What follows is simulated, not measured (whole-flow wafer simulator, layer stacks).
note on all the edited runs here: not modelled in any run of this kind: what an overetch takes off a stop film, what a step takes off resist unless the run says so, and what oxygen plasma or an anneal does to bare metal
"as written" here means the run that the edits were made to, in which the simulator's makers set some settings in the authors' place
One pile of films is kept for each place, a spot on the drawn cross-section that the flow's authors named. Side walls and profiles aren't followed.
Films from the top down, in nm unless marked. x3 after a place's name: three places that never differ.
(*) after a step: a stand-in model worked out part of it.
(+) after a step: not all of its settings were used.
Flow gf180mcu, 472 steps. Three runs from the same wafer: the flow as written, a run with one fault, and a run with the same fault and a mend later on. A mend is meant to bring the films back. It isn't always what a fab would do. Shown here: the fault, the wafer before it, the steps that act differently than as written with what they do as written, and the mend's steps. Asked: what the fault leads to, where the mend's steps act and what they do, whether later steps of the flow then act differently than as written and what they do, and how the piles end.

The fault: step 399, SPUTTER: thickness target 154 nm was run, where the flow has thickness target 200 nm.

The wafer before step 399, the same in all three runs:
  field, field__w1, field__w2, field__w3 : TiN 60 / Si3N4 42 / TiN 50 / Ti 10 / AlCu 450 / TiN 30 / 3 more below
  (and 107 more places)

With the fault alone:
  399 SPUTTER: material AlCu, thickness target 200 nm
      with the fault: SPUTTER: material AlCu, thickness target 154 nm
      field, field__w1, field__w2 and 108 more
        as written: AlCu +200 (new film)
        with the fault: AlCu +154 (new film)
  Later steps of the flow that act differently than as written (4 more steps differ only slightly, by at most 2% or 0.5 nm, whichever is larger, and aren't shown):
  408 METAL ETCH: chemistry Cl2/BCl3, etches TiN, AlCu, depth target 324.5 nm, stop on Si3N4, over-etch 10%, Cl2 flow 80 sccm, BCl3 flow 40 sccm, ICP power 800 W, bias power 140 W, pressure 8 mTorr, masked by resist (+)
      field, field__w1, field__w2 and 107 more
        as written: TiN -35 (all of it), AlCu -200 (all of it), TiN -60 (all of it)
        with the fault: TiN -35 (all of it), AlCu -154 (all of it), TiN -60 (all of it)
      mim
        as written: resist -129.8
        with the fault: resist -109.6
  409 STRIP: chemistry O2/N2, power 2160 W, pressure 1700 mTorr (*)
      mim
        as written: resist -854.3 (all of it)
        with the fault: resist -874.6 (all of it)
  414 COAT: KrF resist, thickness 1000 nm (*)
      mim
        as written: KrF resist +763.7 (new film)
        with the fault: KrF resist +799 (new film)
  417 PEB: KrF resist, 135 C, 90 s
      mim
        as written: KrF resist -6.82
        with the fault: KrF resist -7.38
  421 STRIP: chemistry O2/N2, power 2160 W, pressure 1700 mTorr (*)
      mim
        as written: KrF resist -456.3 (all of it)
        with the fault: KrF resist -491 (all of it)
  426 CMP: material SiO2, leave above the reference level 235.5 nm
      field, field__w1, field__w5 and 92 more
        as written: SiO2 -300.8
        with the fault: SiO2 -346.8
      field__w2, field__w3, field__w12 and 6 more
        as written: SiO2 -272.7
        with the fault: SiO2 -318.7
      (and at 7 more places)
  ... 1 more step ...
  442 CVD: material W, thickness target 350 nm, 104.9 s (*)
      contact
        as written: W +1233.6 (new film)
        with the fault: W +1187.2 (new film)
  At the end the piles differ from the flow's by more than 2% or 0.5 nm, whichever is larger, at field__w4, field__w8, contact, m1, m1__w1, mim, mim_1p0, m1_nw.
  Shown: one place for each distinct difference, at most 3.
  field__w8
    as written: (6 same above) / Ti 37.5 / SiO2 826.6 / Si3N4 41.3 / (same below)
    with the fault: (6 same above) / Ti 37.5 / SiO2 780.6 / Si3N4 41.3 / (same below)
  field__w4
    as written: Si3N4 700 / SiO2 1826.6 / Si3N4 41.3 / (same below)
    with the fault: Si3N4 700 / SiO2 1780.6 / Si3N4 41.3 / (same below)
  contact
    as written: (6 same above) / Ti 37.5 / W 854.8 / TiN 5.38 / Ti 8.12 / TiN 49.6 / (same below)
    with the fault: (6 same above) / Ti 37.5 / W 808.4 / TiN 5.53 / Ti 8.34 / TiN 49.6 / (same below)

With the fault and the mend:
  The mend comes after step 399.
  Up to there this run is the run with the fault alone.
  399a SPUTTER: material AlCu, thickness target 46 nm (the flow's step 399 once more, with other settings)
      field, field__w1, field__w2 and 108 more
        AlCu +46
  No later step of the flow acts differently than as written at any place that is followed.
  At the end the piles are the same as the flow's at every place that both follow.
